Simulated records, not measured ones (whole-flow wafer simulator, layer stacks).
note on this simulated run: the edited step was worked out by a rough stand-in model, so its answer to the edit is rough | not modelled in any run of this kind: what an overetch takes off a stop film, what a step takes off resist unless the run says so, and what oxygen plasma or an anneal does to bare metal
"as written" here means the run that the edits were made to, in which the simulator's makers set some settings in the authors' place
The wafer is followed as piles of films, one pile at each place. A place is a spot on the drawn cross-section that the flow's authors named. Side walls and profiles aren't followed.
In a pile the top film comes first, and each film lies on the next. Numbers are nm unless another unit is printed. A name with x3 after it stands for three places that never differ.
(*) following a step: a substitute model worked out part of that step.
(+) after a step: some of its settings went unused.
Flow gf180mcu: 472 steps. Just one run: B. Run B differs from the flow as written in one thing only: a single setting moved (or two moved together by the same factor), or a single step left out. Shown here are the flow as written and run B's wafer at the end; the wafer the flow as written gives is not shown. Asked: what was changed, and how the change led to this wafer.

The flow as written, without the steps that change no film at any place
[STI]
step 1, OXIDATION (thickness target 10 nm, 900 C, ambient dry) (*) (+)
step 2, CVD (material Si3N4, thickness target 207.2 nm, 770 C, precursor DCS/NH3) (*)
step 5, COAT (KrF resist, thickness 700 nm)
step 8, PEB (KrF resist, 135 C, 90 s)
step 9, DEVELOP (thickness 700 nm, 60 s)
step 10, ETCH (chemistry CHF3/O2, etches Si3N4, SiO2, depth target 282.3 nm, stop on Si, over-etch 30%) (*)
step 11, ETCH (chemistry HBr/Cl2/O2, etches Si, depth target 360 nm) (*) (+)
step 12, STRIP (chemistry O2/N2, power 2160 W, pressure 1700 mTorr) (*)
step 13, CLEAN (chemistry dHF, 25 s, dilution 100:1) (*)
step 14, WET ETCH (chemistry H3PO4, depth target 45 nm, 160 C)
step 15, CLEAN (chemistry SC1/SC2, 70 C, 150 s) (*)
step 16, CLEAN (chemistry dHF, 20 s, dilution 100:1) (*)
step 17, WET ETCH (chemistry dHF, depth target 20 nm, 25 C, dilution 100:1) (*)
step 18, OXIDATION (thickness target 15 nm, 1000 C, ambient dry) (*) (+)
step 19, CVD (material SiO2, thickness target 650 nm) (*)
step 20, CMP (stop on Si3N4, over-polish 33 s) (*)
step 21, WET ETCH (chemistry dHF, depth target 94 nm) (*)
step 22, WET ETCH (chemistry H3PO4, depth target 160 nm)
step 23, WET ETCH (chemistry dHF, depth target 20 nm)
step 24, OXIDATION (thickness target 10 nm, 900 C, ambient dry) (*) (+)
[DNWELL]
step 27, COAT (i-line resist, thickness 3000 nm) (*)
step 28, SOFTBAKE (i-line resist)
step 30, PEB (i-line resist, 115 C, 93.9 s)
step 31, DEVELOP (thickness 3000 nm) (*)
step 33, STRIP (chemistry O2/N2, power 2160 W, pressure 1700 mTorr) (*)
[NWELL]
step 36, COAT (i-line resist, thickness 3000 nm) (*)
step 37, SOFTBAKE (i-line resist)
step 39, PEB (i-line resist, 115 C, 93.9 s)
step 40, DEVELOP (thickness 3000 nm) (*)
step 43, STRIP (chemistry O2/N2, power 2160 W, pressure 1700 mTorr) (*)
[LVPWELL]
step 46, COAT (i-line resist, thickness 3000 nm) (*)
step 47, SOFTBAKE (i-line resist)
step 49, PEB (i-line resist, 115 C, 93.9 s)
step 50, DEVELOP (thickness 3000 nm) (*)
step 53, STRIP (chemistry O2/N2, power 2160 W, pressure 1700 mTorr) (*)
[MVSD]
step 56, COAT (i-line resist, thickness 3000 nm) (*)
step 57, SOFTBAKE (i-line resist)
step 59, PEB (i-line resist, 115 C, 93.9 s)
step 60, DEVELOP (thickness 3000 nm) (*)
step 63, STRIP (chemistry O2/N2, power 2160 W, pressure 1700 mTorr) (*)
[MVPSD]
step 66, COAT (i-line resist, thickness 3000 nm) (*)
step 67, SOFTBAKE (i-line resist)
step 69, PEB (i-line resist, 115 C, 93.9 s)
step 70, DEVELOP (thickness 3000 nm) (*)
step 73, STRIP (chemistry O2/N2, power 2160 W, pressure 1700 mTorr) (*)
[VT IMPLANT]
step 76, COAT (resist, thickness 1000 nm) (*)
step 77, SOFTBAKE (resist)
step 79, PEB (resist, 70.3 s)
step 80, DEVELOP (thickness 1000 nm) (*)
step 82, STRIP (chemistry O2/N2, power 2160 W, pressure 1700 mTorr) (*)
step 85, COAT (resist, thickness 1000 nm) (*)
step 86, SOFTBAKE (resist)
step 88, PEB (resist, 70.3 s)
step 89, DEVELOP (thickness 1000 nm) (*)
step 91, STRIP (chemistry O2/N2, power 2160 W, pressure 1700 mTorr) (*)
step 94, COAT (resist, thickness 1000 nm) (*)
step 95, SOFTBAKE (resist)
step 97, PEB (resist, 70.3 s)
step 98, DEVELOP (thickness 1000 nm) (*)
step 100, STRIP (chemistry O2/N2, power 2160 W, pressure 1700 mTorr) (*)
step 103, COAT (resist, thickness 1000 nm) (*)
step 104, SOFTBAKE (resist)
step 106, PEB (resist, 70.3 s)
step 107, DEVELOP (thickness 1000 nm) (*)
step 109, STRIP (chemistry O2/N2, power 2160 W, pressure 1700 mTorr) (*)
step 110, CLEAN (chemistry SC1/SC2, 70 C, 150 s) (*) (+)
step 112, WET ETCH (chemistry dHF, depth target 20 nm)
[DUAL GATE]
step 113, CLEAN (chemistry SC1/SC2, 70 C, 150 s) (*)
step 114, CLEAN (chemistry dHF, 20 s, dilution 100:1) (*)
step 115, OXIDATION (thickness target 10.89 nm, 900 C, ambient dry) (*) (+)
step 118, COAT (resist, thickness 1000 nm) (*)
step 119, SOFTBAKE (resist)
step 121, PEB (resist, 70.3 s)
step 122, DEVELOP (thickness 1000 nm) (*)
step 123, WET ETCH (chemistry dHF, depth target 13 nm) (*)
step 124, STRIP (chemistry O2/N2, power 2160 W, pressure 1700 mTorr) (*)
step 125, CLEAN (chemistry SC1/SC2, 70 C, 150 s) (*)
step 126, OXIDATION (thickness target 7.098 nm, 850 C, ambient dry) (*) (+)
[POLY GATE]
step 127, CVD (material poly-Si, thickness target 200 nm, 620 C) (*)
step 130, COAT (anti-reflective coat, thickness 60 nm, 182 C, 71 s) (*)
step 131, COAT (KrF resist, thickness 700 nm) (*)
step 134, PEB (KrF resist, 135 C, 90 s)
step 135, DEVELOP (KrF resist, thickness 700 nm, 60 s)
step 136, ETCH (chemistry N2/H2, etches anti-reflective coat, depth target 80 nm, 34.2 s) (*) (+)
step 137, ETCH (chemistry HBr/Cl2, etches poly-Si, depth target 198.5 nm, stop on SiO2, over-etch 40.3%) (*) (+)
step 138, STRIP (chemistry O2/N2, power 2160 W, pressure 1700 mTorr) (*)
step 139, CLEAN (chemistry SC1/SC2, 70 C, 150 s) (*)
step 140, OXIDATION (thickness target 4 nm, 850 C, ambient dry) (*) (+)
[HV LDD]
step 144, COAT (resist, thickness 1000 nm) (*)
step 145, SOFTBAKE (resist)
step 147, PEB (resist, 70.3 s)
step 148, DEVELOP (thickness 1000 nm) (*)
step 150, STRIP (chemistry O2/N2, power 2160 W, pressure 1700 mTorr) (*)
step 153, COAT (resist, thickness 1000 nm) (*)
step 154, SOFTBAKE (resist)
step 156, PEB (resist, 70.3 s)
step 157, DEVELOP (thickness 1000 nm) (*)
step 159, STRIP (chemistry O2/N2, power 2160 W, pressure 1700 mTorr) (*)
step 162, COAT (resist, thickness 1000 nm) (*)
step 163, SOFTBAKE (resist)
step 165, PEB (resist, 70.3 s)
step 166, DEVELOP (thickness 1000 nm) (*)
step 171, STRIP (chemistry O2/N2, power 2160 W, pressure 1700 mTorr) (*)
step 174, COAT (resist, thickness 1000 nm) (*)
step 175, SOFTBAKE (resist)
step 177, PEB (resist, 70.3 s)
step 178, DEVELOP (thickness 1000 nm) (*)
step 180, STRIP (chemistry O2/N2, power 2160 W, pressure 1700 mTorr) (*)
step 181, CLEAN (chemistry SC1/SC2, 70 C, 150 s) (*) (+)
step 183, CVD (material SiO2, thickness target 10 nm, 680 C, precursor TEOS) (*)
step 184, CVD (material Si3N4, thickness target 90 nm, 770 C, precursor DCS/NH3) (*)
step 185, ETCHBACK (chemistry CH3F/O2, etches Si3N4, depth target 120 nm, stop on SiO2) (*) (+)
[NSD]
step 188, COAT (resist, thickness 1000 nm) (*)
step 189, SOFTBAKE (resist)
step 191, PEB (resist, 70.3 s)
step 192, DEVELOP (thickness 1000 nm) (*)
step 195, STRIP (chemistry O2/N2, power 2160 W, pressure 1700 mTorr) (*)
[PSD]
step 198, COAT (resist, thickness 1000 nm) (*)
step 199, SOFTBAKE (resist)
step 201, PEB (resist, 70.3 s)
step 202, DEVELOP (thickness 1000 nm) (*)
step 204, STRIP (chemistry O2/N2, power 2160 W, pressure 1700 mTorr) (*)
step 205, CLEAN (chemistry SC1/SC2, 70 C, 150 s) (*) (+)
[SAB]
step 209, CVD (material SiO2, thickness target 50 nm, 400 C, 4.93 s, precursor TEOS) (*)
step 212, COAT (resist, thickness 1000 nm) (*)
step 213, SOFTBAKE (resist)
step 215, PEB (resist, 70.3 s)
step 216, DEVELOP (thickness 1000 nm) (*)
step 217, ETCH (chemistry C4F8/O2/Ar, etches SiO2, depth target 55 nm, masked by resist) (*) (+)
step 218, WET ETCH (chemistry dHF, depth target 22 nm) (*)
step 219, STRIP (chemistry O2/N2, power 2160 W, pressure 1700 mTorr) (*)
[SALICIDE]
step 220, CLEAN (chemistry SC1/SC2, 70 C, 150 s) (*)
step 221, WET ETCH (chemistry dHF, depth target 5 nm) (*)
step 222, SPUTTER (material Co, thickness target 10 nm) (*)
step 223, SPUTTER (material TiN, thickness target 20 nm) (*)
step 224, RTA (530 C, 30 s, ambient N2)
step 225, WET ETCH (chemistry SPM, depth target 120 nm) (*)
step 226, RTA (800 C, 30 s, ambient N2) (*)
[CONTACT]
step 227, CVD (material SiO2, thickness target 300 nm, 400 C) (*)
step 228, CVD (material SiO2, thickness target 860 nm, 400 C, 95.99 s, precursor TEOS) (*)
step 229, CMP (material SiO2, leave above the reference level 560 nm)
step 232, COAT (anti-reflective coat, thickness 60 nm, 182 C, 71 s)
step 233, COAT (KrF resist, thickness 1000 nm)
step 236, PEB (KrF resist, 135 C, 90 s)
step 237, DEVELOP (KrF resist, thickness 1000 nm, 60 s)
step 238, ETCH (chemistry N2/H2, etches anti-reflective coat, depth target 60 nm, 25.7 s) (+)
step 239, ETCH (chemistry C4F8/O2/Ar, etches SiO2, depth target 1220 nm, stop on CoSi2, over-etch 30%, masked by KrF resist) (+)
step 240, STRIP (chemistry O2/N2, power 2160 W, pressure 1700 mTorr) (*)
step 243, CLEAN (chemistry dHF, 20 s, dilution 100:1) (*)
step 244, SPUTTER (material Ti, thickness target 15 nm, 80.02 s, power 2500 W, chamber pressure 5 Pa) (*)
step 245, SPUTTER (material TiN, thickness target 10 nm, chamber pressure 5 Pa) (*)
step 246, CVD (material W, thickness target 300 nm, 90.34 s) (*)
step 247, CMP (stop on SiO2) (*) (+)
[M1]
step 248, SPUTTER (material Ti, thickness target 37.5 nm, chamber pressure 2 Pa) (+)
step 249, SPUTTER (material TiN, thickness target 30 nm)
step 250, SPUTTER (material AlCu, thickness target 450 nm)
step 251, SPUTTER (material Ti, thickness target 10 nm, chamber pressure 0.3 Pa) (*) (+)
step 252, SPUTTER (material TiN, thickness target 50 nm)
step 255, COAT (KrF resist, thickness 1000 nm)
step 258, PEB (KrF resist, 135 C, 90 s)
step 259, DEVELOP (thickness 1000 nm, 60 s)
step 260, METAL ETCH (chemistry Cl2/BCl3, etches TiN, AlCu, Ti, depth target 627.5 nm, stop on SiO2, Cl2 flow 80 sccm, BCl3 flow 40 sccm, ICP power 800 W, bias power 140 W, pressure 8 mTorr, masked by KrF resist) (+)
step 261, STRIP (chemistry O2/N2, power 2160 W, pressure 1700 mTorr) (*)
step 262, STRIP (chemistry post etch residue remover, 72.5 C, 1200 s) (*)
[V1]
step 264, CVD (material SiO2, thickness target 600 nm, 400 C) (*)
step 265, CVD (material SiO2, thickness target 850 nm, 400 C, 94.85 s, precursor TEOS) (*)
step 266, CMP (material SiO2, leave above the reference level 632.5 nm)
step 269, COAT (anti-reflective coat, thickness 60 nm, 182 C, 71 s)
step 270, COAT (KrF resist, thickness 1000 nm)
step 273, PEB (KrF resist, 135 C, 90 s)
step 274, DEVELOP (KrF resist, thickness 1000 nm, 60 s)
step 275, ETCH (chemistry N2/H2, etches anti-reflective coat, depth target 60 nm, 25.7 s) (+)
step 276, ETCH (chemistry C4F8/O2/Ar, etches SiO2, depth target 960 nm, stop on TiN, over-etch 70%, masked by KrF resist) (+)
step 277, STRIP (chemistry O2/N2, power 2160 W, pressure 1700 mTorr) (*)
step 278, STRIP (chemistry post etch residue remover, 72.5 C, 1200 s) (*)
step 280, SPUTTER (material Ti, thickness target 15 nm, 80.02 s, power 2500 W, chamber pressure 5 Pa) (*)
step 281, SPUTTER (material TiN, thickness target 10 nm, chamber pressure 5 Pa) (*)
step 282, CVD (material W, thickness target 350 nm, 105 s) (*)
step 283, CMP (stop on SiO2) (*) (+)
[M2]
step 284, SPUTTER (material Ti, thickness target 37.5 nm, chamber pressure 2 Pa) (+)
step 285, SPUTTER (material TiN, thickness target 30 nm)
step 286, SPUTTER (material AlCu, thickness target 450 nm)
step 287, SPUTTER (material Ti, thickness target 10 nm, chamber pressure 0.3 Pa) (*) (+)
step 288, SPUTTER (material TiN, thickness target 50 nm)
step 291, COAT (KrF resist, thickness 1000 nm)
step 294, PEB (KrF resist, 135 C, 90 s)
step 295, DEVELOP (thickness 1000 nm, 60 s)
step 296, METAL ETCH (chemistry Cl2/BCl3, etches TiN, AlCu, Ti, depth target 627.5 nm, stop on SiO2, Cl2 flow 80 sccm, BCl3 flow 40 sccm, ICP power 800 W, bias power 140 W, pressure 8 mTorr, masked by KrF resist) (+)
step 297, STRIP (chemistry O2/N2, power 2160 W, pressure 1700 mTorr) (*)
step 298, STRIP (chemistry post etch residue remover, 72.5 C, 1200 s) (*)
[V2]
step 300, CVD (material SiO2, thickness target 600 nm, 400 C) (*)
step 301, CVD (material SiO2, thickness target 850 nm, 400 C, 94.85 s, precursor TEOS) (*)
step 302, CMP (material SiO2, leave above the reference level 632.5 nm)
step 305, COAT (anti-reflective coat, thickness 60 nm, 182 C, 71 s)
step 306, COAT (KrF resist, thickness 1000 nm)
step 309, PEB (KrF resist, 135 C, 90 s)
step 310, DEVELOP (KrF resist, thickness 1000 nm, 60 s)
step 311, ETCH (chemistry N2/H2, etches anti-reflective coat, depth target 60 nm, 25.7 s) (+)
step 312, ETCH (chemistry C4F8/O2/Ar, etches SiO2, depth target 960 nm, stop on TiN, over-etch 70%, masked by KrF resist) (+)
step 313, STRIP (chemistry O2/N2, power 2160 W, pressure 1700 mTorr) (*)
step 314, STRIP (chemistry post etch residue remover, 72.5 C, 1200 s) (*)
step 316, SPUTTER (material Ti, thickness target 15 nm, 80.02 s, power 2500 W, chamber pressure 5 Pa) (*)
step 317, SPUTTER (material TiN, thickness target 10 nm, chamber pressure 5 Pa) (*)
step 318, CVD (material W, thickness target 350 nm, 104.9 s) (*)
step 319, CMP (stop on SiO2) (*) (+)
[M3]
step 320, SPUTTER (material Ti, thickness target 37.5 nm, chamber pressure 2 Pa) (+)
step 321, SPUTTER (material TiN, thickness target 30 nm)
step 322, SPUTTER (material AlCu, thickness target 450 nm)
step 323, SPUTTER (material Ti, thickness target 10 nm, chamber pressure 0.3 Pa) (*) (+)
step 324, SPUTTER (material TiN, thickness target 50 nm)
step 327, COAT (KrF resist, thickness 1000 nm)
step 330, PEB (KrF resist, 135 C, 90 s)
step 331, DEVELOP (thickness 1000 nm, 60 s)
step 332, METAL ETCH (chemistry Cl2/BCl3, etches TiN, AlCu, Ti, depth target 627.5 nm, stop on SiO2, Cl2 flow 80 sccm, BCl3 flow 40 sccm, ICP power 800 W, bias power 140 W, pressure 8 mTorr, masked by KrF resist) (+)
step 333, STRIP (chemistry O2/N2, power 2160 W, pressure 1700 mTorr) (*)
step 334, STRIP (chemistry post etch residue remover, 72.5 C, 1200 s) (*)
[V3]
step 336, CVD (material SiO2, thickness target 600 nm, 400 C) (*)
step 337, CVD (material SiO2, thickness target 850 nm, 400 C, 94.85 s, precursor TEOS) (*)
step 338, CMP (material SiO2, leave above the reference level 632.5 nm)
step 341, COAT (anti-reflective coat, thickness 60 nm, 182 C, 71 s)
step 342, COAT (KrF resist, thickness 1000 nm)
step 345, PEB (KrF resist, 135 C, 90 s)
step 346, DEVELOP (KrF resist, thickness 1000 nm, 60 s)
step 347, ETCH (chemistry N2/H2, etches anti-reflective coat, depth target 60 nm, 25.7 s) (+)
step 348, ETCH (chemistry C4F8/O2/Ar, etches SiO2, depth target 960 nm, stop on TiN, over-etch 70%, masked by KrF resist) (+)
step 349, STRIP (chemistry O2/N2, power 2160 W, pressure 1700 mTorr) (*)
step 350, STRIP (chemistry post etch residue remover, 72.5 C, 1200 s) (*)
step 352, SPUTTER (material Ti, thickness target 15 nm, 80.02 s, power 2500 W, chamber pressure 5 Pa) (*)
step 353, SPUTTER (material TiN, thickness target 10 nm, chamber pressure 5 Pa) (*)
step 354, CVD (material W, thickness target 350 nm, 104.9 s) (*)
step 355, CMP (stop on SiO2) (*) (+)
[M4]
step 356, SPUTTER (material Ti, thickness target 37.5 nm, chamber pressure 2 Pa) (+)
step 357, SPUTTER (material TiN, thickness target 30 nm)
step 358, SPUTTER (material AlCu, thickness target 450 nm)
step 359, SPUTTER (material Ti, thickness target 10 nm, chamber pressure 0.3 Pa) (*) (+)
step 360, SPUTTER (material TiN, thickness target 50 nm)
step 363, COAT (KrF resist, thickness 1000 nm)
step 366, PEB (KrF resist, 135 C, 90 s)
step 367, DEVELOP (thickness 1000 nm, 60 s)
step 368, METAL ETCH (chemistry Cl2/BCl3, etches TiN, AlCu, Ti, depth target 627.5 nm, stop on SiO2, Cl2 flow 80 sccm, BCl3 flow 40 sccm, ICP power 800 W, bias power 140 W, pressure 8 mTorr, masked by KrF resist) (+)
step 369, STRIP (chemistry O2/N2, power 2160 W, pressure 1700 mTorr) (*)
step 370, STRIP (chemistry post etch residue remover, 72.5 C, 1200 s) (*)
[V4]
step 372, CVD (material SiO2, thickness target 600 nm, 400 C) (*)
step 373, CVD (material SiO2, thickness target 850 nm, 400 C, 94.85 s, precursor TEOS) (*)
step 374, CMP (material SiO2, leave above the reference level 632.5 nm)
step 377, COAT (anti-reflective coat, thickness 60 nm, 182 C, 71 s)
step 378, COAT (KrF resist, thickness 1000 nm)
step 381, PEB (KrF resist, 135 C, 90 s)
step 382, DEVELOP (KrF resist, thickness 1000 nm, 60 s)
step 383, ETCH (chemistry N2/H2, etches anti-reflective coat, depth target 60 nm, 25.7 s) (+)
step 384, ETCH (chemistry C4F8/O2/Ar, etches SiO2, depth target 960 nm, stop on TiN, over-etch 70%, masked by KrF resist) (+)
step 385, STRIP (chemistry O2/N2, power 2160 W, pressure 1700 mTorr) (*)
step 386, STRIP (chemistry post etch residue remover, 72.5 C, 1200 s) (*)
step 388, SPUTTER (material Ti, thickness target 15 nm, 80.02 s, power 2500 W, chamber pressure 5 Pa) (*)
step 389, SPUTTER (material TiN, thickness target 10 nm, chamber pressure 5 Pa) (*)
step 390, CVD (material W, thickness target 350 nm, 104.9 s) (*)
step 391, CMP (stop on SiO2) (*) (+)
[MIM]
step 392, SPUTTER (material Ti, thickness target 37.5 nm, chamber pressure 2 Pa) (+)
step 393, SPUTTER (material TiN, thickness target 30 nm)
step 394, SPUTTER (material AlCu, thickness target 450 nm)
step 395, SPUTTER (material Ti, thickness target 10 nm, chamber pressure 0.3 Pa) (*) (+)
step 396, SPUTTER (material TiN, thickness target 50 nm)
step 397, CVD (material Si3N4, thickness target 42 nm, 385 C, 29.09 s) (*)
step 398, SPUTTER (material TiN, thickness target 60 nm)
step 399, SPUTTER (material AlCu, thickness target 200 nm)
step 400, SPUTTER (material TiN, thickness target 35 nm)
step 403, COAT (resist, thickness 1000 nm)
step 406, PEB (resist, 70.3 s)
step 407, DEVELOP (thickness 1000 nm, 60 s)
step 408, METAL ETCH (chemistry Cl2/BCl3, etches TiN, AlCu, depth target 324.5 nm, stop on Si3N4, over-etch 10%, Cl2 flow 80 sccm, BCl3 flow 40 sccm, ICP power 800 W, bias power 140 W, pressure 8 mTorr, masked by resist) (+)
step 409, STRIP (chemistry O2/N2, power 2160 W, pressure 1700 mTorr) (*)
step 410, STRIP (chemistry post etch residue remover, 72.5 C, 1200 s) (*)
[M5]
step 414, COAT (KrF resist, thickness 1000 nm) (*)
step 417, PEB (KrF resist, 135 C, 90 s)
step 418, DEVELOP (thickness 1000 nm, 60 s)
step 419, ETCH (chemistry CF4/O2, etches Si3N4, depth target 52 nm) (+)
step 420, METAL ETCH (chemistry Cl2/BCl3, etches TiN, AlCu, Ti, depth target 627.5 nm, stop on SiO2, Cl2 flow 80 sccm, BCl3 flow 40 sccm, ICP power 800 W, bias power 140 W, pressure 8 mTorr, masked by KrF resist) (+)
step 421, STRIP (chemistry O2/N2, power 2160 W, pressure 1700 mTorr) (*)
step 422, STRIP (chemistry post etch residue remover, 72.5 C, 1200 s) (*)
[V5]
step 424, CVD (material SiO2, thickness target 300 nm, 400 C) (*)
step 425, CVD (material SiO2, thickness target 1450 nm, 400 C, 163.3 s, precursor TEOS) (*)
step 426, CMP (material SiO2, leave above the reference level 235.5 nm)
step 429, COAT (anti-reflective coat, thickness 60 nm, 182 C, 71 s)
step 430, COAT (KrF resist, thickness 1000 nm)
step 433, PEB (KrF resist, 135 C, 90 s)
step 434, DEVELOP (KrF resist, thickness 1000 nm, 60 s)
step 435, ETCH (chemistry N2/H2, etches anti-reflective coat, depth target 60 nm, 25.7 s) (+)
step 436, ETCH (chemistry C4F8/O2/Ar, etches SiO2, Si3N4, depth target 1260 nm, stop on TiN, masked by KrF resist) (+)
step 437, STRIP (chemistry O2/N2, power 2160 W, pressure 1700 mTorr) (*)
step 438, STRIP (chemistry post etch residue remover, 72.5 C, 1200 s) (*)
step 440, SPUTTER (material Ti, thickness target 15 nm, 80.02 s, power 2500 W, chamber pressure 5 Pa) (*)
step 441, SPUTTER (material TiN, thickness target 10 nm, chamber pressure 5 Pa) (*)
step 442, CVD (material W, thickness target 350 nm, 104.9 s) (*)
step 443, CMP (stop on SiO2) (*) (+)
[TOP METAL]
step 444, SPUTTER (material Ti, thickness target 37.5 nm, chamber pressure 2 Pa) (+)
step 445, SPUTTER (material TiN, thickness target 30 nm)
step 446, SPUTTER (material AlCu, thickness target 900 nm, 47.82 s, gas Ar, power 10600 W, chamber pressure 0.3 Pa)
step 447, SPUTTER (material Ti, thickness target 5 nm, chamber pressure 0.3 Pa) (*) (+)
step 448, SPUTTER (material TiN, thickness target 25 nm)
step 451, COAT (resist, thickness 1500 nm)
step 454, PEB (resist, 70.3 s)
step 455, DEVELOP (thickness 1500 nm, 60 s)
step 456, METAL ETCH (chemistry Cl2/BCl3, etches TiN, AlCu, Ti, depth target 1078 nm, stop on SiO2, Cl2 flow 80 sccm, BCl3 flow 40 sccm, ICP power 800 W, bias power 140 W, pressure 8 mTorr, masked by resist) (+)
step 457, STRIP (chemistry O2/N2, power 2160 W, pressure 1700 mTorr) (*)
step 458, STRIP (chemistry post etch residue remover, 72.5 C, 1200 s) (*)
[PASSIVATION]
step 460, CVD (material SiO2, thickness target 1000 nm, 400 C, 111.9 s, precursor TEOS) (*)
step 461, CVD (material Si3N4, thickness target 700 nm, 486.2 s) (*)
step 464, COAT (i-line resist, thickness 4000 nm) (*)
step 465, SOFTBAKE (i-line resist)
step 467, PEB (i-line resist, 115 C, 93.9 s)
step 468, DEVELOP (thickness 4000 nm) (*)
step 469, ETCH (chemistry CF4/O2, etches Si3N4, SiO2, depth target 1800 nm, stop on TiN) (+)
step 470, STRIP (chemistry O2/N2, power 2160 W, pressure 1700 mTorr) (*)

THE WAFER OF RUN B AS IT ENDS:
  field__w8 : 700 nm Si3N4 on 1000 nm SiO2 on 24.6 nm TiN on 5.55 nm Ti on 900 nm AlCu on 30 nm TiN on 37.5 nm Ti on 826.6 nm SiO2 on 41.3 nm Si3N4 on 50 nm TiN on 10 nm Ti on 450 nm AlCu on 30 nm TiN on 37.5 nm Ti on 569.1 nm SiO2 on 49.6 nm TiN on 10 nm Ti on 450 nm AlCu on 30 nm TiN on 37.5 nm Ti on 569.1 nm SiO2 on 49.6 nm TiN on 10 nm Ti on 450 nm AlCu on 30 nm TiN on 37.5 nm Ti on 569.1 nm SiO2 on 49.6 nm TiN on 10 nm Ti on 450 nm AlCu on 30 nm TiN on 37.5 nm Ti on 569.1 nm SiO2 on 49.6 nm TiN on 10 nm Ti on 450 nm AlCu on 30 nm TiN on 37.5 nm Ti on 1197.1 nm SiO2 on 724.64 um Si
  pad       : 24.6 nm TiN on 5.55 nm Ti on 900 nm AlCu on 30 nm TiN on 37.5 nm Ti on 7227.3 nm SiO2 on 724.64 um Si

What caused this: step 447, SPUTTER: thickness target 5.55 nm was run, whereas the flow has thickness target 5 nm.
One can read it off the wafer: field__w8 has Ti 5.55, and step 447 as written asks for 5 nm.

How this came from the change, step by step:
  step 447, SPUTTER (material Ti, thickness target 5 nm, chamber pressure 0.3 Pa) (*) (+)
      field, field__w1, field__w2 and 109 more: Ti gains 5.55 (new film) (it would be, as written: Ti gains 5 (new film))
  step 456, METAL ETCH (chemistry Cl2/BCl3, etches TiN, AlCu, Ti, depth target 1078 nm, stop on SiO2, Cl2 flow 80 sccm, BCl3 flow 40 sccm, ICP power 800 W, bias power 140 W, pressure 8 mTorr, masked by resist) (+)
      field, field__w1, field__w2 and 103 more: TiN loses 25 (all of it), Ti loses 5.55 (all of it), AlCu loses 900 (all of it), TiN loses 30 (all of it), Ti loses 37.5 (all of it) (it would be, as written: TiN loses 25 (all of it), Ti loses 5 (all of it), AlCu loses 900 (all of it), TiN loses 30 (all of it), Ti loses 37.5 (all of it))
